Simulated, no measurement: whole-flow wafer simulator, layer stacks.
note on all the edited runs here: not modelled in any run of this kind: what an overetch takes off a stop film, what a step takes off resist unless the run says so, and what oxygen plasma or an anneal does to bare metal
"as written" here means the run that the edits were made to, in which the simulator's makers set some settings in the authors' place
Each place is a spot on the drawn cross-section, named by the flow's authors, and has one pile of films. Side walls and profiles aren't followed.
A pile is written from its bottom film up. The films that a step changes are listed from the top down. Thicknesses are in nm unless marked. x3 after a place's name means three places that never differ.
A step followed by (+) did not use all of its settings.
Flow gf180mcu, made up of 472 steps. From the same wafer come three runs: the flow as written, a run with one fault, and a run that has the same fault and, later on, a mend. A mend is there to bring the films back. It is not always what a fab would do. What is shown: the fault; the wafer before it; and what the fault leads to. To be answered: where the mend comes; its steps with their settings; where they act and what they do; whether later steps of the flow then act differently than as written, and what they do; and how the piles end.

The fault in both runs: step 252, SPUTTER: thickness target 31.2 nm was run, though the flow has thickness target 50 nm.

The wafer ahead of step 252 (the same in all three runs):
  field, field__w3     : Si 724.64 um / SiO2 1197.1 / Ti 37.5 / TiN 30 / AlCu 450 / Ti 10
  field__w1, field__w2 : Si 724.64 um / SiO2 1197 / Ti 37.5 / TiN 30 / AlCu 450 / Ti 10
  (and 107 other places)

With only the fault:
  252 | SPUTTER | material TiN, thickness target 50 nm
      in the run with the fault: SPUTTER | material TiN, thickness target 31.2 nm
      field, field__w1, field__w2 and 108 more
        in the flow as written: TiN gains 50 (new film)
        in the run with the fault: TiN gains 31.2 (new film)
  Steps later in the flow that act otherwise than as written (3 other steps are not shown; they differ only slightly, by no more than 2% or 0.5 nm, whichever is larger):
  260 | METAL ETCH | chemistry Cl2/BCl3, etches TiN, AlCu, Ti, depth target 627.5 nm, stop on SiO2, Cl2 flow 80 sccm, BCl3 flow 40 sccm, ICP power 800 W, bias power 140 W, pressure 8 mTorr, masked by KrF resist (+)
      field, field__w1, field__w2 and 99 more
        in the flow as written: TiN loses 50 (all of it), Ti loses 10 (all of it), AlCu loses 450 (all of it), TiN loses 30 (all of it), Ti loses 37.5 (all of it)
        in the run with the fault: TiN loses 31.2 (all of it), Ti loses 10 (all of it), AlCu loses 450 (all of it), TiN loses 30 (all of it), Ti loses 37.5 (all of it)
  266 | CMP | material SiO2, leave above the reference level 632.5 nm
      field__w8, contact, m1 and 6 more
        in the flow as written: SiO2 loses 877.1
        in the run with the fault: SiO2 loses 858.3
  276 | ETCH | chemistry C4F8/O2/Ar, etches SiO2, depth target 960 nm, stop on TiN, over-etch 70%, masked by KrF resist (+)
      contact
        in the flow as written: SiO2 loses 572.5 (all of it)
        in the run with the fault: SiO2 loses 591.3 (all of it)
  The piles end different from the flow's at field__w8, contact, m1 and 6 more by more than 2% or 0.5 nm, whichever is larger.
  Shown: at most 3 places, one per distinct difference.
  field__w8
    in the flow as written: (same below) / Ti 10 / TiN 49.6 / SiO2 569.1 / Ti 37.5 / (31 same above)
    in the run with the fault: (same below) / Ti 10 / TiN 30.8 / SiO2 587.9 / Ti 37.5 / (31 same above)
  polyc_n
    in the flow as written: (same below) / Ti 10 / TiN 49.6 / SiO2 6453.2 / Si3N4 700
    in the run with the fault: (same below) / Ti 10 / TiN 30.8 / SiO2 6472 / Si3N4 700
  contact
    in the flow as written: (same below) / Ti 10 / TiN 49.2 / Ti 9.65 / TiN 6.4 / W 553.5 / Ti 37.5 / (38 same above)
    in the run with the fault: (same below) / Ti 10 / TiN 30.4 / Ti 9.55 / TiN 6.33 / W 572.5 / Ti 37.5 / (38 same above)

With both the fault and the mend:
  The mend follows step 252.
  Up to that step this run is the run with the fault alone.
  252a | SPUTTER | material TiN, thickness target 18.8 nm (the flow's step 252, run once more with other settings)
      field, field__w1, field__w2 and 108 more
        TiN gains 18.8
  Later steps of the flow that are run all act as written at every place that is followed.
  The piles end the same as the flow's at every place that both follow.
